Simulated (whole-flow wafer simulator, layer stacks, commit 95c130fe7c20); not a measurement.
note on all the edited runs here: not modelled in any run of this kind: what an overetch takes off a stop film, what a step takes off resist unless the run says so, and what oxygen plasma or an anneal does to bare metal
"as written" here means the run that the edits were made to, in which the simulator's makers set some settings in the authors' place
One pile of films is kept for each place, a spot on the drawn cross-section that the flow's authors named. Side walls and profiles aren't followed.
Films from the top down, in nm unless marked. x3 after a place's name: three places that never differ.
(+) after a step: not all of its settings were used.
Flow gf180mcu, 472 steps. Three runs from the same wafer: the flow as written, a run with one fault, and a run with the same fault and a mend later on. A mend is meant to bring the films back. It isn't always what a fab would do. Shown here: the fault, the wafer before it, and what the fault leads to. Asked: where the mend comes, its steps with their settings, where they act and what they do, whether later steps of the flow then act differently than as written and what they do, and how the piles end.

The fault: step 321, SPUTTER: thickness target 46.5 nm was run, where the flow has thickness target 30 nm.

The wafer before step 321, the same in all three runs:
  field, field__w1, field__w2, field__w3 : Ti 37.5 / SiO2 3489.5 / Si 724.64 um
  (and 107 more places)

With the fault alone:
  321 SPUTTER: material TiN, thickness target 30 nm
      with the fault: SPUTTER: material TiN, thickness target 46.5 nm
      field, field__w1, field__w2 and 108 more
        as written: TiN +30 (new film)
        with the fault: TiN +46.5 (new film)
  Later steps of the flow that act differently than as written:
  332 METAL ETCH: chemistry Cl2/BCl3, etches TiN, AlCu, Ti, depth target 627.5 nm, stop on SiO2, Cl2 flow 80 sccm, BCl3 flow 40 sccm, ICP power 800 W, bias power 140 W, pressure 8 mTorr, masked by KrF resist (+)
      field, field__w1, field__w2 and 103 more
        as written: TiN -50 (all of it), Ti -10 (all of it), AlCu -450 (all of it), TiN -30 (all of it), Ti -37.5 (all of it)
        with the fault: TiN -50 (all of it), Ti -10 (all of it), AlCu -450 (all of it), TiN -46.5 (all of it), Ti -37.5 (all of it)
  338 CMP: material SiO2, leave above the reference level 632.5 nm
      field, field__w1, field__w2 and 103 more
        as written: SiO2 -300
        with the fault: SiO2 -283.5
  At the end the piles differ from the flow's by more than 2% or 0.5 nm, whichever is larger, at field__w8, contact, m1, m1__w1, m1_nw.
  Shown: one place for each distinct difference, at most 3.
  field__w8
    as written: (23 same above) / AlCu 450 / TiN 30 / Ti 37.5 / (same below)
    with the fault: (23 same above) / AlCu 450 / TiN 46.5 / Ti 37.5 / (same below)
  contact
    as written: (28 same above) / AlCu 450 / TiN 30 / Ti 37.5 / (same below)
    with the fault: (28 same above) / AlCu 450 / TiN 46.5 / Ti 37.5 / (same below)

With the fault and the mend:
  The mend comes after step 331.
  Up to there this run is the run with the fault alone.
  332 METAL ETCH: chemistry Cl2/BCl3, etches TiN, AlCu, Ti, depth target 644 nm, stop on SiO2, Cl2 flow 80 sccm, BCl3 flow 40 sccm, ICP power 800 W, bias power 140 W, pressure 8 mTorr, masked by KrF resist (+) (the flow's step 332, which as written has depth target 627.5 nm)
      field, field__w1, field__w2 and 103 more
        TiN -50 (all of it), Ti -10 (all of it), AlCu -450 (all of it), TiN -46.5 (all of it), Ti -37.5 (all of it)
      field__w8, contact, m1, m1__w1, m1_nw
        KrF resist -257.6
  Later steps of the flow that act differently than as written (1 more step differs only slightly, by at most 2% or 0.5 nm, whichever is larger, and isn't shown):
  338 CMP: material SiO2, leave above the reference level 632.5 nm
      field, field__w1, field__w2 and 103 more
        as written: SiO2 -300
        with the mend: SiO2 -283.5
  At the end the piles differ from the flow's by more than 2% or 0.5 nm, whichever is larger, at field__w8, contact, m1, m1__w1, m1_nw.
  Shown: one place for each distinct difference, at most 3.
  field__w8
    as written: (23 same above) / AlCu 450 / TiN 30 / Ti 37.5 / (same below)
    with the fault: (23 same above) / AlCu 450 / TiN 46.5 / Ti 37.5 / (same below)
    with the mend: (23 same above) / AlCu 450 / TiN 46.5 / Ti 37.5 / (same below)
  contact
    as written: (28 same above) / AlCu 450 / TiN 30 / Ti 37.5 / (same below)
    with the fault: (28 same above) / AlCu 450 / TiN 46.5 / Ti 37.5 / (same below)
    with the mend: (28 same above) / AlCu 450 / TiN 46.5 / Ti 37.5 / (same below)
